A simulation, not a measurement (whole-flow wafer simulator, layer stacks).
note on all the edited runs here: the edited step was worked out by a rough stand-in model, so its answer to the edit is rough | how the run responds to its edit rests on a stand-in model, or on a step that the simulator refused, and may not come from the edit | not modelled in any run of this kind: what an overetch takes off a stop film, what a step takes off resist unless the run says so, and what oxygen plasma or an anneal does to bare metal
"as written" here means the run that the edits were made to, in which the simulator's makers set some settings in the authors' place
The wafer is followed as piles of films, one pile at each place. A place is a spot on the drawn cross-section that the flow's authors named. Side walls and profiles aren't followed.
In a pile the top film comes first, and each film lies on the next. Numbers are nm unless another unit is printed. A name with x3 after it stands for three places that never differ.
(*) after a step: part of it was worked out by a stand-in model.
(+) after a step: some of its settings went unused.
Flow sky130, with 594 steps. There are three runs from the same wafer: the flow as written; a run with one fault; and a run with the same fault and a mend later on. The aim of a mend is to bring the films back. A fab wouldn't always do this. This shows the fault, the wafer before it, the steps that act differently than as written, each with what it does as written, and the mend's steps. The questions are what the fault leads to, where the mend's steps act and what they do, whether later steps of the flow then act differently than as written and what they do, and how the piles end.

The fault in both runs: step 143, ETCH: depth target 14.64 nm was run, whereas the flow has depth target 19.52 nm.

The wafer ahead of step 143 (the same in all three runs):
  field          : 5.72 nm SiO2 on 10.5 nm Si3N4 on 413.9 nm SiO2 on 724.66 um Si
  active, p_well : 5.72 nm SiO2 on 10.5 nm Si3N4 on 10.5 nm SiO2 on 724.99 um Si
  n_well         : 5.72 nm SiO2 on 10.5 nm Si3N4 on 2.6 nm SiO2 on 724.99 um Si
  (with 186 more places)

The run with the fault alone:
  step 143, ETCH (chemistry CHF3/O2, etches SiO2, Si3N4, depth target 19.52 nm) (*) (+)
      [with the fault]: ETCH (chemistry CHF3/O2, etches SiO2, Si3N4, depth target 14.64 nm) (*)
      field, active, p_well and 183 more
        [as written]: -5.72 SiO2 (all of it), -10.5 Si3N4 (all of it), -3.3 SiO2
        [with the fault]: -5.72 SiO2 (all of it), -8.92 Si3N4
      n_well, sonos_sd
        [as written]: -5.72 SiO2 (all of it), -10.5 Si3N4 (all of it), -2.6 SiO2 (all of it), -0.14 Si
        [with the fault]: -5.72 SiO2 (all of it), -8.92 Si3N4
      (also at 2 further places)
  Steps later in the flow that act otherwise than as written (49 other steps are not shown; they differ only slightly, by no more than 2% or 0.5 nm, whichever is larger):
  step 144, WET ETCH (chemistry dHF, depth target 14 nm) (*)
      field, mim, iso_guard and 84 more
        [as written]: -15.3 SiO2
        [with the fault]: -1.58 Si3N4 (all of it)
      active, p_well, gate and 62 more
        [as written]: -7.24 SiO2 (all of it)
        [with the fault]: -1.58 Si3N4 (all of it)
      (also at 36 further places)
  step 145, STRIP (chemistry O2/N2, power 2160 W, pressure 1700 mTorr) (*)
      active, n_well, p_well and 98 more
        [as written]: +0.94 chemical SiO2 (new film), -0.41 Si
        [with the fault]: nothing
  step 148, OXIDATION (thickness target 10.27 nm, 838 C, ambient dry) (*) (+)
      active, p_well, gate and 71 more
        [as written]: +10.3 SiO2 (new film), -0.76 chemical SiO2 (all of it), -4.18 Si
        [with the fault]: +6.53 SiO2, -2.87 Si
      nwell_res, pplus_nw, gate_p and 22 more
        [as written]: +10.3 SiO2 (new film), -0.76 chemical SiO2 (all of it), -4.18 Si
        [with the fault]: +6.54 SiO2, -2.88 Si
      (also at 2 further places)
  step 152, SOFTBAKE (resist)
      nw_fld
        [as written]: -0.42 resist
        [with the fault]: +1.42 resist
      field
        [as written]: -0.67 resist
        [with the fault]: -0.04 resist
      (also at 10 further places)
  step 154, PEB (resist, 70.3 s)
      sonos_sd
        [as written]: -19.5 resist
        [with the fault]: -20.1 resist
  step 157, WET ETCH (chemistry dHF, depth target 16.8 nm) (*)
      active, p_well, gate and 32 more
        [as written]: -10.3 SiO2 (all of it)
        [with the fault]: -16.6 SiO2 (all of it)
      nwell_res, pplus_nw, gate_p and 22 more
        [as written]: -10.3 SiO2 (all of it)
        [with the fault]: -16.5 SiO2 (all of it)
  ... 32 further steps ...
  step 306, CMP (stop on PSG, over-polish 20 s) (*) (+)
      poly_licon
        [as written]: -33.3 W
        [with the fault]: -50 W
  By the end, the piles at field, gate_hv, m1 and 127 more depart from the flow's by more than 2% or 0.5 nm, whichever is larger.
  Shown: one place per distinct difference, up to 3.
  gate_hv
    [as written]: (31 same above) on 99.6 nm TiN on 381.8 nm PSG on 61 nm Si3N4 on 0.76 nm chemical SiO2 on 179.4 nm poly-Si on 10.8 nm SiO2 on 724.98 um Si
    [with the fault]: (31 same above) on 99.6 nm TiN on 375.5 nm PSG on 61 nm Si3N4 on 0.76 nm chemical SiO2 on 179.4 nm poly-Si on 17 nm SiO2 on 724.99 um Si
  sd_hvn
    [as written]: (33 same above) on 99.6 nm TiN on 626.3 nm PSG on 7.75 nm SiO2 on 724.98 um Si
    [with the fault]: (33 same above) on 99.6 nm TiN on 620.1 nm PSG on 13.9 nm SiO2 on 724.98 um Si
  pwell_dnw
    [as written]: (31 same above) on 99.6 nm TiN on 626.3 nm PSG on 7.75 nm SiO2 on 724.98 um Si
    [with the fault]: (31 same above) on 99.6 nm TiN on 620.1 nm PSG on 13.9 nm SiO2 on 724.98 um Si

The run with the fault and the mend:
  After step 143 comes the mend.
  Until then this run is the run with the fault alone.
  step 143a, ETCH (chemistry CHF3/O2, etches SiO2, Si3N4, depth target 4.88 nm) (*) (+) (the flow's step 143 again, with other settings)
      field, active, p_well and 183 more
        -1.58 Si3N4 (all of it), -3.3 SiO2
      n_well, sonos_sd
        -1.58 Si3N4 (all of it), -2.6 SiO2 (all of it), -0.14 Si
      sonos_cell, sonos_cell_x
        -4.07 resist
  None of the later steps of the flow differs from how it acts as written, at any place that is followed, by more than 2% or 0.5 nm, whichever is larger.
  At every place that both follow, the piles at the end match the flow's.
